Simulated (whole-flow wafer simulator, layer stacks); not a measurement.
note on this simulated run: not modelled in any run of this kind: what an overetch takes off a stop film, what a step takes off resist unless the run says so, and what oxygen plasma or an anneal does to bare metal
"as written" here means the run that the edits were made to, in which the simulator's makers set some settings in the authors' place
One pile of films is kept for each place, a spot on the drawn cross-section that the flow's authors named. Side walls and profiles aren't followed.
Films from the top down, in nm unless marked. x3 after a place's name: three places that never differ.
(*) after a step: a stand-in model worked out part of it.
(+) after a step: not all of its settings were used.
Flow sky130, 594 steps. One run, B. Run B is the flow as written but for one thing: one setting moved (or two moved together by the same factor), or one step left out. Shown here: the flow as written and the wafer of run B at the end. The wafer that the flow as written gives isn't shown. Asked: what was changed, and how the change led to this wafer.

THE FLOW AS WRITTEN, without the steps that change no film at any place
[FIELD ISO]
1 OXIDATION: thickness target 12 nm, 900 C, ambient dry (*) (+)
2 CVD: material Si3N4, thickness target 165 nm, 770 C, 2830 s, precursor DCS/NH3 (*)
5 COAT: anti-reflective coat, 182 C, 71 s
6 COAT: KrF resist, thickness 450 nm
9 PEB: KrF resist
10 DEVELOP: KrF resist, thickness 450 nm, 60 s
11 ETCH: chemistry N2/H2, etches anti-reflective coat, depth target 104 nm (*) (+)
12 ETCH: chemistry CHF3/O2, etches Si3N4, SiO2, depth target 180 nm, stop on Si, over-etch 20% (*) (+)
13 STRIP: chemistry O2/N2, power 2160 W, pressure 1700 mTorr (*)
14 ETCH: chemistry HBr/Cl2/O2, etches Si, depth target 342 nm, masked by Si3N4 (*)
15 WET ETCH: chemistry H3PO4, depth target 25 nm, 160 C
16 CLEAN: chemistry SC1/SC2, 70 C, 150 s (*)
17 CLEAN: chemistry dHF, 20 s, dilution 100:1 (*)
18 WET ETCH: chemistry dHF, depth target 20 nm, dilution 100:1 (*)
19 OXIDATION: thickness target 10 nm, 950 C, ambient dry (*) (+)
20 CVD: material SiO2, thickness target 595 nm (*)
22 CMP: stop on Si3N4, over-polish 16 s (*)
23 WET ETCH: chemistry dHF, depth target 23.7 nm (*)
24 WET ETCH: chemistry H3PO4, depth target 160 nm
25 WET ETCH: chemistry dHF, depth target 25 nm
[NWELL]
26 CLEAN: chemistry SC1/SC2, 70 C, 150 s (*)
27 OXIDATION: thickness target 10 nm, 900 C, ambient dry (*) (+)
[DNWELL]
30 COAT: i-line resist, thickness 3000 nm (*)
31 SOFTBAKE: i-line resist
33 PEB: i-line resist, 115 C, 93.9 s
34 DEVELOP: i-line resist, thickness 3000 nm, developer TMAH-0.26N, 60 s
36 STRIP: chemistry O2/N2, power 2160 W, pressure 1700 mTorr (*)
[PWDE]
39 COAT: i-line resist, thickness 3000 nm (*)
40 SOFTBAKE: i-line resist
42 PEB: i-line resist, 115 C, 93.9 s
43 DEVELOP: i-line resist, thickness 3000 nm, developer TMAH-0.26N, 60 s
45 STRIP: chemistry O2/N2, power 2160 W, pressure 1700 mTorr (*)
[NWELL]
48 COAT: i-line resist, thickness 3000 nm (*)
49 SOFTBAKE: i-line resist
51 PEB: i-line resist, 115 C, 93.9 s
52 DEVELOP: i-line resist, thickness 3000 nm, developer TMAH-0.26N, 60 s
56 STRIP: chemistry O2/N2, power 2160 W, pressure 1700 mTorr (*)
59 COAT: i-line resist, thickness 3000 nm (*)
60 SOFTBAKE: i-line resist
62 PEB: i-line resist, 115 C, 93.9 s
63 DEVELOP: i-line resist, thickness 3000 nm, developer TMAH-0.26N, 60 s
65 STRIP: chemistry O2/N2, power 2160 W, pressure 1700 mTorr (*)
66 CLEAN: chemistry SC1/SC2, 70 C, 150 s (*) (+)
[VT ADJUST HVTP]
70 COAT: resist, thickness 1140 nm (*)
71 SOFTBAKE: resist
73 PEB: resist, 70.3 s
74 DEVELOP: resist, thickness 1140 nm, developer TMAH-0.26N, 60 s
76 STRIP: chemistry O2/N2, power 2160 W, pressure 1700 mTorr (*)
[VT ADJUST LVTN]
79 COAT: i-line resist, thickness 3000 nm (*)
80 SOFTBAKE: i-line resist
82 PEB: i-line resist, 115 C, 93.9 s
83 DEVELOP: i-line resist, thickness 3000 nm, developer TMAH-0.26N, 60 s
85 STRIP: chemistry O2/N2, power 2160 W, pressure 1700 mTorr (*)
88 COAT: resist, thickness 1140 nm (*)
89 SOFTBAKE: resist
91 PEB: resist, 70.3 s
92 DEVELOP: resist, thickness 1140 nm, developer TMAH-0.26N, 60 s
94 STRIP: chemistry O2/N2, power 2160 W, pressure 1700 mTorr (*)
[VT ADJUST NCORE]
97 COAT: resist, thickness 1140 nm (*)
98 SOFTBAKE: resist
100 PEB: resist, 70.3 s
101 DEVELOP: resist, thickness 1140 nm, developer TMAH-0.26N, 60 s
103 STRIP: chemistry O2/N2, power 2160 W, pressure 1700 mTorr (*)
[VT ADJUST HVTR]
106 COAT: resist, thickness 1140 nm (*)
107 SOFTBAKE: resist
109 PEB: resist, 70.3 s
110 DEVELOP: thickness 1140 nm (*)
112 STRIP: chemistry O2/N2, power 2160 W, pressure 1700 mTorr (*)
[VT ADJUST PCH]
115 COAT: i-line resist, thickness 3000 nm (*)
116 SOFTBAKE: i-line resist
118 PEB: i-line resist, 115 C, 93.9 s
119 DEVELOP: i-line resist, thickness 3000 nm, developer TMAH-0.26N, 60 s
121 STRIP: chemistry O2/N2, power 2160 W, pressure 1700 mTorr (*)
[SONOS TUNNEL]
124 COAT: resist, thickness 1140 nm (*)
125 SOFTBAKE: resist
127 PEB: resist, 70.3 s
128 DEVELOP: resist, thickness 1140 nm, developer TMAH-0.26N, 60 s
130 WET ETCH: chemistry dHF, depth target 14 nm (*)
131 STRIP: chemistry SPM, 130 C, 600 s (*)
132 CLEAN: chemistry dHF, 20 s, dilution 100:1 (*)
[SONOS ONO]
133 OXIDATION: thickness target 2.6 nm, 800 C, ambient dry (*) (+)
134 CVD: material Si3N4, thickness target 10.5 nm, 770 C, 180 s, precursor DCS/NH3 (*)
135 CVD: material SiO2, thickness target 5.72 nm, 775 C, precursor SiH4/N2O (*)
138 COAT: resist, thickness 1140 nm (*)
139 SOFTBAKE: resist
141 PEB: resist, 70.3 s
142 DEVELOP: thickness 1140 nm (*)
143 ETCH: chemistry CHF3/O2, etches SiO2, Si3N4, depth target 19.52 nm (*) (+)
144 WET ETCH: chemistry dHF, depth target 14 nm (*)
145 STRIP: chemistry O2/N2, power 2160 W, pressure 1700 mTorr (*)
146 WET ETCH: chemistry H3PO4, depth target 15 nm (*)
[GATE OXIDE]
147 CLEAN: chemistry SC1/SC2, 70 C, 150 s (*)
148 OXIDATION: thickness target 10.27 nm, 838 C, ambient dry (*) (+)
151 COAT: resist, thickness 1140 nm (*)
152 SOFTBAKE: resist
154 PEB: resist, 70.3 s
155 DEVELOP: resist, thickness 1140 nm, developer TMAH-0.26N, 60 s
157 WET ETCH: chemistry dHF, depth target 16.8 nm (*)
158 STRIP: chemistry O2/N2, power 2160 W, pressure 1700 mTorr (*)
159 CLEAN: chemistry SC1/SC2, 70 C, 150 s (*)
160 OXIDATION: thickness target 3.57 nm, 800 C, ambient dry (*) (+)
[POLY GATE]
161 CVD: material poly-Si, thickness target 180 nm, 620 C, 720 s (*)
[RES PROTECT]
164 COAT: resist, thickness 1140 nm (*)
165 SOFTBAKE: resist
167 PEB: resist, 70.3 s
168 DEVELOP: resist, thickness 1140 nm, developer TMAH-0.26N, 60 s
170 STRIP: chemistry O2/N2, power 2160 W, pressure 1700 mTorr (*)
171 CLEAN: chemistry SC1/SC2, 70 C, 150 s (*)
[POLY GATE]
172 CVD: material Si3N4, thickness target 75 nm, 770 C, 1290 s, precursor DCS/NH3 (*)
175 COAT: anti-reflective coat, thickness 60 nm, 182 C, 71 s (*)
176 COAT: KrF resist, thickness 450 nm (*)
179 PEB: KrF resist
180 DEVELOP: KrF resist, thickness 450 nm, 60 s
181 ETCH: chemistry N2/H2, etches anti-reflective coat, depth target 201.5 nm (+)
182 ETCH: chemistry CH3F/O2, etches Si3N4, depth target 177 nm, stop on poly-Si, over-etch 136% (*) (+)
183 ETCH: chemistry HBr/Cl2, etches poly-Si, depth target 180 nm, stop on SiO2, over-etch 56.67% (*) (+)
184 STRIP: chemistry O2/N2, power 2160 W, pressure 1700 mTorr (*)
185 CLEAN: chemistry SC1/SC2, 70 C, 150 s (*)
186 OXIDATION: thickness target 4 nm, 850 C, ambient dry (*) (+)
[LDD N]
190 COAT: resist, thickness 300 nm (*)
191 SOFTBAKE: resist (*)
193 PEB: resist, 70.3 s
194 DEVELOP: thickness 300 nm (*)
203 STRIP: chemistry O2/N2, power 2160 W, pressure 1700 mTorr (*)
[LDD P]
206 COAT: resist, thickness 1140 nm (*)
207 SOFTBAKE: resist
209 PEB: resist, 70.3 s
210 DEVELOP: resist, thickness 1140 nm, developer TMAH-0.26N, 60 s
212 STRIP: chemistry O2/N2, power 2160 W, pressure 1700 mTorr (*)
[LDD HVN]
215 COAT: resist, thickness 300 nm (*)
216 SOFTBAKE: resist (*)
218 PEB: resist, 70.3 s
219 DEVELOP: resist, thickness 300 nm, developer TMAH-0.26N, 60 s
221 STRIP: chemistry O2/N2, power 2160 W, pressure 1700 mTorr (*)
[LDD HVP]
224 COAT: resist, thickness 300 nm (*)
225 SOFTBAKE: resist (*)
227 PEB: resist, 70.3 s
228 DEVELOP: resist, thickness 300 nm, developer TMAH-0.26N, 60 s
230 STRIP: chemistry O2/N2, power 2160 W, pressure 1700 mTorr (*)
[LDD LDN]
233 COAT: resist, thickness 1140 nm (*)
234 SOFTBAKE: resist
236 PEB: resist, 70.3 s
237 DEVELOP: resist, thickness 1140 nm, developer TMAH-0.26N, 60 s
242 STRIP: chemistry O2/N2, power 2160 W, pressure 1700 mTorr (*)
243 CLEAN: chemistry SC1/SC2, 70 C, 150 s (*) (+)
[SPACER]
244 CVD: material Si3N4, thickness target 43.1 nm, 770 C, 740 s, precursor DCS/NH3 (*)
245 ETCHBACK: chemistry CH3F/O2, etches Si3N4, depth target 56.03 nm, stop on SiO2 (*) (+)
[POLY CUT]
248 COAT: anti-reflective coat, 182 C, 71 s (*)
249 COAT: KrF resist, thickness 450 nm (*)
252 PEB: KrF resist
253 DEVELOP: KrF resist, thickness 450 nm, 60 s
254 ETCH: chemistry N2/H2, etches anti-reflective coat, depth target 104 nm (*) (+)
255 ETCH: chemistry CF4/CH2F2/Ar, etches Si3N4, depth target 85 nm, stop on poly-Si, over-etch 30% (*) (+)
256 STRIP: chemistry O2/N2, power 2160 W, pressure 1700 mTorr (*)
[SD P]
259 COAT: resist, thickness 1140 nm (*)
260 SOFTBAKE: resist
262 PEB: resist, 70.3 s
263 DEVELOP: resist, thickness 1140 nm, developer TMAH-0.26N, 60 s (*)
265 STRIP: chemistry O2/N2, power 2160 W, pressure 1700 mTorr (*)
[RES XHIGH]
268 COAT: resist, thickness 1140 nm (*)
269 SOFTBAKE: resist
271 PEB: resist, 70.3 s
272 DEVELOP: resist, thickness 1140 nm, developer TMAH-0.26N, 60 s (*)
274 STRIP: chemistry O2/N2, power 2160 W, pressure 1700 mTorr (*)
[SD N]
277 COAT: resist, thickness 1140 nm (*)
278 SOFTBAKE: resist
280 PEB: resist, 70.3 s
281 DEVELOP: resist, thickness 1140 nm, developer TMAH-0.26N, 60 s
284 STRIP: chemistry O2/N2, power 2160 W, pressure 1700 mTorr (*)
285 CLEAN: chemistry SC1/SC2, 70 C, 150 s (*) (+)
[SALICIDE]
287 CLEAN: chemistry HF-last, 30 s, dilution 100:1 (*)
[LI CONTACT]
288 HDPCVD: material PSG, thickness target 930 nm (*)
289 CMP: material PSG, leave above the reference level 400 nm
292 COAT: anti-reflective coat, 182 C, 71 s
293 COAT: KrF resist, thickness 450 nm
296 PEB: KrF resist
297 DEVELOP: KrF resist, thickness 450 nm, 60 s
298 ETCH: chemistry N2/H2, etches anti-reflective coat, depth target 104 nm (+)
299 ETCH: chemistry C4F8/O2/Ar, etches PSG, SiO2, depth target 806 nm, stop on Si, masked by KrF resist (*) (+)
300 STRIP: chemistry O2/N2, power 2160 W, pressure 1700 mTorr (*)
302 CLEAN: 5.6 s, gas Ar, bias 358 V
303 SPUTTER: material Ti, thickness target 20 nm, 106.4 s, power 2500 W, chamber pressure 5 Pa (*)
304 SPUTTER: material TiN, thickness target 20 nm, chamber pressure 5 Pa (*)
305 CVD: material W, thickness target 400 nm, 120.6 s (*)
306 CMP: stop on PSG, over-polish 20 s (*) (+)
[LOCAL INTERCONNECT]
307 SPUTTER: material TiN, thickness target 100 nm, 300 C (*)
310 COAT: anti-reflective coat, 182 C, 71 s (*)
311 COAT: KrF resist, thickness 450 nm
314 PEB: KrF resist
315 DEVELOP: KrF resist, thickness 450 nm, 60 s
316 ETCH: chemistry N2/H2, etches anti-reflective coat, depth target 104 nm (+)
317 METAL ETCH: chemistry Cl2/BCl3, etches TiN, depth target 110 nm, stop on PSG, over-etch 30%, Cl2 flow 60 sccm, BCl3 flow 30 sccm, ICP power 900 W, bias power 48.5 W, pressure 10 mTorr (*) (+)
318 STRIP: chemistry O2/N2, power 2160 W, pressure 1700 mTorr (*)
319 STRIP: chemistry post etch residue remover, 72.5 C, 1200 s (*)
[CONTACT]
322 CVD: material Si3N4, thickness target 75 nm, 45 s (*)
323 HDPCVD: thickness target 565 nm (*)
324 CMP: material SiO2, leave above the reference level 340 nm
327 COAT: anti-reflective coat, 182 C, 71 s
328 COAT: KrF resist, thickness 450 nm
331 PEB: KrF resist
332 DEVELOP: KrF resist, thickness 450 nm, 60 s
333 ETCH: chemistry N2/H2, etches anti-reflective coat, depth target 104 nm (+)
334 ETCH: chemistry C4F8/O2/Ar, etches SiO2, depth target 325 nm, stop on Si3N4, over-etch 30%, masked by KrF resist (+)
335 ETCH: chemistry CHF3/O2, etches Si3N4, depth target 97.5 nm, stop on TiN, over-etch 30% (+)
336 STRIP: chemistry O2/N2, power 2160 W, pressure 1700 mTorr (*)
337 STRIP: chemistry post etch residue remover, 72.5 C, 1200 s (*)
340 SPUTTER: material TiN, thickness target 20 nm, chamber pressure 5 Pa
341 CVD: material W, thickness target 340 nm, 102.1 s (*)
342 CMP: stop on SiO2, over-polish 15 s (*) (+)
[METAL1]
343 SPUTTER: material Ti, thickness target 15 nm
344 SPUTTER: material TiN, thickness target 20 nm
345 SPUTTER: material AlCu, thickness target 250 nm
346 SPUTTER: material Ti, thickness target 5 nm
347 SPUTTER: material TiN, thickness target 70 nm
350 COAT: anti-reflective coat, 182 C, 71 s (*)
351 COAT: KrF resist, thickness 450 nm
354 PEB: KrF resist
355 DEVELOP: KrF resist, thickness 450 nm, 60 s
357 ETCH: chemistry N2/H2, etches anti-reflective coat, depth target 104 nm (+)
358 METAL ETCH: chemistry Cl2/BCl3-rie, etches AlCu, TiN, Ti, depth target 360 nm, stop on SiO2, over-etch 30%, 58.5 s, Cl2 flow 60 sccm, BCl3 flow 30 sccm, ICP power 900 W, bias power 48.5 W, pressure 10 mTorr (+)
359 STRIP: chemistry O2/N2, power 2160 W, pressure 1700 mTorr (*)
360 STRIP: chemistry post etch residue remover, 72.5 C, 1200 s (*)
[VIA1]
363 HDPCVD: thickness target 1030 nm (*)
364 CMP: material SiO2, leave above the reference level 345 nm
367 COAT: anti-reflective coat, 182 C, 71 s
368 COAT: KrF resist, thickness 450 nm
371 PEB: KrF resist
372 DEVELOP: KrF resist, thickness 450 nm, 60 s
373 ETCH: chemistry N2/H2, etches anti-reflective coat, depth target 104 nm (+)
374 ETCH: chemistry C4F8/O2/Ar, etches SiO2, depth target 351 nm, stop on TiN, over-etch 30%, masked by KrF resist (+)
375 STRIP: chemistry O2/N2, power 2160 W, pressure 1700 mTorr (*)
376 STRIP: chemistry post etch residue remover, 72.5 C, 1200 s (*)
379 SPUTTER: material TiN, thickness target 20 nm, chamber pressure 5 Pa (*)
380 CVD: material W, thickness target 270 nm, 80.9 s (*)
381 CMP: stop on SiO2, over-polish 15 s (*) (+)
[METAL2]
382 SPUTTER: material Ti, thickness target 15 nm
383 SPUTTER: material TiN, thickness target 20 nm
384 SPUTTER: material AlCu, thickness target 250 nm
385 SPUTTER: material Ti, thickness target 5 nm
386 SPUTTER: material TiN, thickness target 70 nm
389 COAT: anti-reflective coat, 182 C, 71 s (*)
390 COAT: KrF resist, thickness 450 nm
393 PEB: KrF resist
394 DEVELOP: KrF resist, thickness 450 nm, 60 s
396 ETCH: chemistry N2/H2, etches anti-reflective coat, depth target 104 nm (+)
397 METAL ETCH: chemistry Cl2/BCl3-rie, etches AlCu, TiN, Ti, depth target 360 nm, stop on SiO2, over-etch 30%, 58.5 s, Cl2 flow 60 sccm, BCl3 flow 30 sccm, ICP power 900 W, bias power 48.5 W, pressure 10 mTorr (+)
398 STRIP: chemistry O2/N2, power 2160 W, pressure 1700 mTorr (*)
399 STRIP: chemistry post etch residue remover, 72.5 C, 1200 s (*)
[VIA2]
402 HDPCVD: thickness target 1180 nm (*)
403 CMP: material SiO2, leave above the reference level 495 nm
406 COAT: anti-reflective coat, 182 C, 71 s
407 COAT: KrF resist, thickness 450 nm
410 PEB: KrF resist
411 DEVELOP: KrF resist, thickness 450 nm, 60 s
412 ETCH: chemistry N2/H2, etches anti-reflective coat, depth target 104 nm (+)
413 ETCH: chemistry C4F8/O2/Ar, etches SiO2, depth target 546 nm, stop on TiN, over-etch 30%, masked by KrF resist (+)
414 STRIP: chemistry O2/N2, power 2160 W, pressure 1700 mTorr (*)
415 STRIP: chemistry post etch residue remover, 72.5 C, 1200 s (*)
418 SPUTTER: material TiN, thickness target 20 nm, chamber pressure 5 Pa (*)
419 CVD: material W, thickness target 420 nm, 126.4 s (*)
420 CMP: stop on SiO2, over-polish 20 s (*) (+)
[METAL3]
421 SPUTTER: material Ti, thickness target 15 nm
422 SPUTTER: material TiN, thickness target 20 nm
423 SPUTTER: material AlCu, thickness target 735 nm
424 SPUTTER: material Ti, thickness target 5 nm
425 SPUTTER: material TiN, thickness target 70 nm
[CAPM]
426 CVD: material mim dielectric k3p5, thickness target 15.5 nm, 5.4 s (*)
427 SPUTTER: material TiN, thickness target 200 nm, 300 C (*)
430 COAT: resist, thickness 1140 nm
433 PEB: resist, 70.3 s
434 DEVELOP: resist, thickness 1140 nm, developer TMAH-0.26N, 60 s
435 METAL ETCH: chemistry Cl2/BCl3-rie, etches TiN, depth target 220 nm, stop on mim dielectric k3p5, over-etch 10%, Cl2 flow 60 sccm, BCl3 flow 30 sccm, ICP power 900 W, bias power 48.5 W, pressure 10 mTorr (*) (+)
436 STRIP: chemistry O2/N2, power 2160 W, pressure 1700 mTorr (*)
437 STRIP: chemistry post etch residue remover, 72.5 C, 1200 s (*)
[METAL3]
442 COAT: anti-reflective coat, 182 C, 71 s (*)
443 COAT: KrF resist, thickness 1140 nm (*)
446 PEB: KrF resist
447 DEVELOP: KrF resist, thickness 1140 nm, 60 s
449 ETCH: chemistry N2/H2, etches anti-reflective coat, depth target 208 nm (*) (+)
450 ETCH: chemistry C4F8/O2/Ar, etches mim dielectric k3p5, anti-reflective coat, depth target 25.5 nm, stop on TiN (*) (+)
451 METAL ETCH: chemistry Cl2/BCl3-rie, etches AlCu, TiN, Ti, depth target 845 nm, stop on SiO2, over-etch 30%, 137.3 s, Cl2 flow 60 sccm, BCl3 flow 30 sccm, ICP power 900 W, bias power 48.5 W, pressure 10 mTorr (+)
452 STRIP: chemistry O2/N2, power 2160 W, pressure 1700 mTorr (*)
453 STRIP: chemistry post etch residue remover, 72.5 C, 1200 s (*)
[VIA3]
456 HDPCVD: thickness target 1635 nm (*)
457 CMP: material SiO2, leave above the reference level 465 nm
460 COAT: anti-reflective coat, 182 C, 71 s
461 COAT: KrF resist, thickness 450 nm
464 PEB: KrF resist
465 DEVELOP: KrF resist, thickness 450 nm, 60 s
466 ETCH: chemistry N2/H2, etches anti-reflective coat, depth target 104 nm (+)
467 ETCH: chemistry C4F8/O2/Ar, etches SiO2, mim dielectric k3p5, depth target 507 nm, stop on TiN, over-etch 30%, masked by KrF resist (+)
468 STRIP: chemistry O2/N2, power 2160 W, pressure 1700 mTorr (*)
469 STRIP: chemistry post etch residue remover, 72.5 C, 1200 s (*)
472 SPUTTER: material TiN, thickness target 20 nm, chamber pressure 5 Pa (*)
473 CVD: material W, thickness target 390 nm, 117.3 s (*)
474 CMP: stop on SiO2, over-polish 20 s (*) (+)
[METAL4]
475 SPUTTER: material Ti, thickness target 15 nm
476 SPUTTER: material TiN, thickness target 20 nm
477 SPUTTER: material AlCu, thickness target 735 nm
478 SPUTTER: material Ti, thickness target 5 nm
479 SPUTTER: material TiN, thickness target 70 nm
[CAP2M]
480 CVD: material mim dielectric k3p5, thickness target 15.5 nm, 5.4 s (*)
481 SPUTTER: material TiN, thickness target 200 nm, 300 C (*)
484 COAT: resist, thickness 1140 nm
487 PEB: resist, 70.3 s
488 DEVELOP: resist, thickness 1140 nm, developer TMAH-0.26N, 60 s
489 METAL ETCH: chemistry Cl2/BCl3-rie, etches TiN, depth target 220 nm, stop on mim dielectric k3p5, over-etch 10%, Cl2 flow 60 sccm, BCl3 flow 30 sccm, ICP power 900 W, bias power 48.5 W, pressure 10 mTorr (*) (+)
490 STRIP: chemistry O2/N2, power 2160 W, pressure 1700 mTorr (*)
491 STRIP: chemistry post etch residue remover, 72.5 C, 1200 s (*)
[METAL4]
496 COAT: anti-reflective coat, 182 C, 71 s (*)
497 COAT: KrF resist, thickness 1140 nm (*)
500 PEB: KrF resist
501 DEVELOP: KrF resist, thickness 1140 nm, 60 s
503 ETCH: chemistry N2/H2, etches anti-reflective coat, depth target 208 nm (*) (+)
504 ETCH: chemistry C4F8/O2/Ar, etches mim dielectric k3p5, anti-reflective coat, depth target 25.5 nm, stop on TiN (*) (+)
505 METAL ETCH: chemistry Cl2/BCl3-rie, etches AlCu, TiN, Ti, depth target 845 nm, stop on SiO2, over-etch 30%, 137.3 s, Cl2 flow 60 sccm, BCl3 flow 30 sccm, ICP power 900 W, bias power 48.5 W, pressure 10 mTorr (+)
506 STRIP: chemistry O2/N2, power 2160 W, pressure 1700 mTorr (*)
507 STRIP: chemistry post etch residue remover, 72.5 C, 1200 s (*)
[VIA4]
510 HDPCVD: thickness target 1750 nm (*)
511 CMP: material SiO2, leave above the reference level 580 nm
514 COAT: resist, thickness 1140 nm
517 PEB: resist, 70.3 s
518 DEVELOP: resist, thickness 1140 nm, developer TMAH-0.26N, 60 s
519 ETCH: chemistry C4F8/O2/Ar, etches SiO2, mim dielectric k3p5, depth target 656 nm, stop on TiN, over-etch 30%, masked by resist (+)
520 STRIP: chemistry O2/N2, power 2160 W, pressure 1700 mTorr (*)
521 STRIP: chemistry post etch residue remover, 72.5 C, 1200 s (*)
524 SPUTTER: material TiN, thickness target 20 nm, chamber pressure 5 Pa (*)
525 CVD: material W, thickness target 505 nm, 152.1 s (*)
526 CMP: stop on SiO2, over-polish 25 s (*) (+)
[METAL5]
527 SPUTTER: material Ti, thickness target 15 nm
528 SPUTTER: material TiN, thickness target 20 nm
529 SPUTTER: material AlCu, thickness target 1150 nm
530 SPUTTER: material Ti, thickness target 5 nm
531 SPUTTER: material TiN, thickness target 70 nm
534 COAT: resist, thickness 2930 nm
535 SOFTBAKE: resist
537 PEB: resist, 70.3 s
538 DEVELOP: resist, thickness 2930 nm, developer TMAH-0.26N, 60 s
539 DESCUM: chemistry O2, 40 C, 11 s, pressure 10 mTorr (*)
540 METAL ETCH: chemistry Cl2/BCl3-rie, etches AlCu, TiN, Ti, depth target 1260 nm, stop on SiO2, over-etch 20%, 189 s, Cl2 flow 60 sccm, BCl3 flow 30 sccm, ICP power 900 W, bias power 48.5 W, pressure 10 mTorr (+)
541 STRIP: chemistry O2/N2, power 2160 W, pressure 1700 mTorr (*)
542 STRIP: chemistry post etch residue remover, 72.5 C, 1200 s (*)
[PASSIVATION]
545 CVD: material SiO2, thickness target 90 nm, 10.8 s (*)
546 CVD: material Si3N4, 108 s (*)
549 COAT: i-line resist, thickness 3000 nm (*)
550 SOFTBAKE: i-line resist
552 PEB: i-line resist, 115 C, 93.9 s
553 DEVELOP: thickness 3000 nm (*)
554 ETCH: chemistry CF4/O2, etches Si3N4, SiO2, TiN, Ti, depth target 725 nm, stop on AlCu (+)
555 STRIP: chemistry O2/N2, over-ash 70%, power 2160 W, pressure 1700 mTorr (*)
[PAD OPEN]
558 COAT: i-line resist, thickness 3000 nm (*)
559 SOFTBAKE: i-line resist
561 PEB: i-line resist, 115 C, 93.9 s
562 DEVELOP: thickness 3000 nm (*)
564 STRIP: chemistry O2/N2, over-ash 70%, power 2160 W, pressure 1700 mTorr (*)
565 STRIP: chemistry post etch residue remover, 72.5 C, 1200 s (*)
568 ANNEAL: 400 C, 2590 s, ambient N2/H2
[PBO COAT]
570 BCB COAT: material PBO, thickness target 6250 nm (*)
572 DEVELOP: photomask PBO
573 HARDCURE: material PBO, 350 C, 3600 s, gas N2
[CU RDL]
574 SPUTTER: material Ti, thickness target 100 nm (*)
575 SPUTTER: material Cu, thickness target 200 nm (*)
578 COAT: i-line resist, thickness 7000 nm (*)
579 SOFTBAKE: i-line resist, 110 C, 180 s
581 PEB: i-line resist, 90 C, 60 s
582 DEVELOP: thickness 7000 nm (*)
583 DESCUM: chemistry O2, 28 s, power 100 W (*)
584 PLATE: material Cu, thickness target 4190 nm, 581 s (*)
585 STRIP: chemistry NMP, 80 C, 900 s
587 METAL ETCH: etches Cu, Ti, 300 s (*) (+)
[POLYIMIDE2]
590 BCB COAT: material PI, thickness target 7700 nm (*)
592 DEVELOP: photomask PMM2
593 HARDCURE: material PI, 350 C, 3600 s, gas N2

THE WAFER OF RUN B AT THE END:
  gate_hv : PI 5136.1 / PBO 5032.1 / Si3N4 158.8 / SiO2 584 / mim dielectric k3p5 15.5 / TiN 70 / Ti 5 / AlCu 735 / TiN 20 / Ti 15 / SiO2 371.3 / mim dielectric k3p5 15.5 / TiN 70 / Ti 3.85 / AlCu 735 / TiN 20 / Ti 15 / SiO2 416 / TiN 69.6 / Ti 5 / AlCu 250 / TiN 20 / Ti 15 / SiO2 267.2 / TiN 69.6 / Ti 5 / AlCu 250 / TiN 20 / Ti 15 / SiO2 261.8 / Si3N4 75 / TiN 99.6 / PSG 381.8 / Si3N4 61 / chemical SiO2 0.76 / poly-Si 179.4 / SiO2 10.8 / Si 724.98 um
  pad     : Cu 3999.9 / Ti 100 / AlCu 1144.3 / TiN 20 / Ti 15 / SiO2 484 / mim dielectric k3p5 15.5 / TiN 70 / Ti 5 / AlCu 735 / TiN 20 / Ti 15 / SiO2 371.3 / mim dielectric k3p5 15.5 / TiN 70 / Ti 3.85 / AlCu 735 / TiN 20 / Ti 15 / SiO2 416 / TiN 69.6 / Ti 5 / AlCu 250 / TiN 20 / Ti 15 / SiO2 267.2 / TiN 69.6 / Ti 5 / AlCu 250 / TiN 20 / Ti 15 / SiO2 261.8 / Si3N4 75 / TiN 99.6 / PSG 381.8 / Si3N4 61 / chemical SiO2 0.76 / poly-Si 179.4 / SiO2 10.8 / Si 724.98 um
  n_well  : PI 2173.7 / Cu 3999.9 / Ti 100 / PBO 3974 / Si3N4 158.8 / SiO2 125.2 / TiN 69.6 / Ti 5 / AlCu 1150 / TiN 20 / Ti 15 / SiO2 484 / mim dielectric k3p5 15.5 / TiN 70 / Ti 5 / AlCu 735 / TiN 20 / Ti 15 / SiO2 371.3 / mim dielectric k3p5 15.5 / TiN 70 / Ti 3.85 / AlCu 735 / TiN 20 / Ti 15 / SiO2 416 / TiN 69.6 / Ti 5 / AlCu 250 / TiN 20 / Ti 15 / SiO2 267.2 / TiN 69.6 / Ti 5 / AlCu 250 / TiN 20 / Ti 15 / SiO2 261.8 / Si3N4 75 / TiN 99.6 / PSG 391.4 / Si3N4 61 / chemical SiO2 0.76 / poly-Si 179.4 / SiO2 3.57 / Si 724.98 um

The cause: step 424, SPUTTER: thickness target 3.85 nm was run, where the flow has thickness target 5 nm.
It can be read off the wafer: gate_hv has Ti 3.85, and step 424 as written asks for 5 nm.

How the change led to this, step by step:
  424 SPUTTER: material Ti, thickness target 5 nm
      field, active, n_well and 188 more: Ti +3.85 (new film) (as written it would be: Ti +5 (new film))
  451 METAL ETCH: chemistry Cl2/BCl3-rie, etches AlCu, TiN, Ti, depth target 845 nm, stop on SiO2, over-etch 30%, 137.3 s, Cl2 flow 60 sccm, BCl3 flow 30 sccm, ICP power 900 W, bias power 48.5 W, pressure 10 mTorr (+)
      field, gate, spacer and 68 more: TiN -70 (all of it), Ti -3.85 (all of it), AlCu -735 (all of it), TiN -20 (all of it), Ti -15 (all of it), SiO2 -25.5 (as written it would be: TiN -70 (all of it), Ti -5 (all of it), AlCu -735 (all of it), TiN -20 (all of it), Ti -15 (all of it), SiO2 -25.4)
      active, vpp_ln, vpp_iso2 and 11 more: TiN -70 (all of it), Ti -3.85 (all of it), AlCu -735 (all of it), TiN -20 (all of it), Ti -15 (all of it), SiO2 -25.5 (as written it would be: TiN -70 (all of it), Ti -5 (all of it), AlCu -735 (all of it), TiN -20 (all of it), Ti -15 (all of it), SiO2 -25.3)
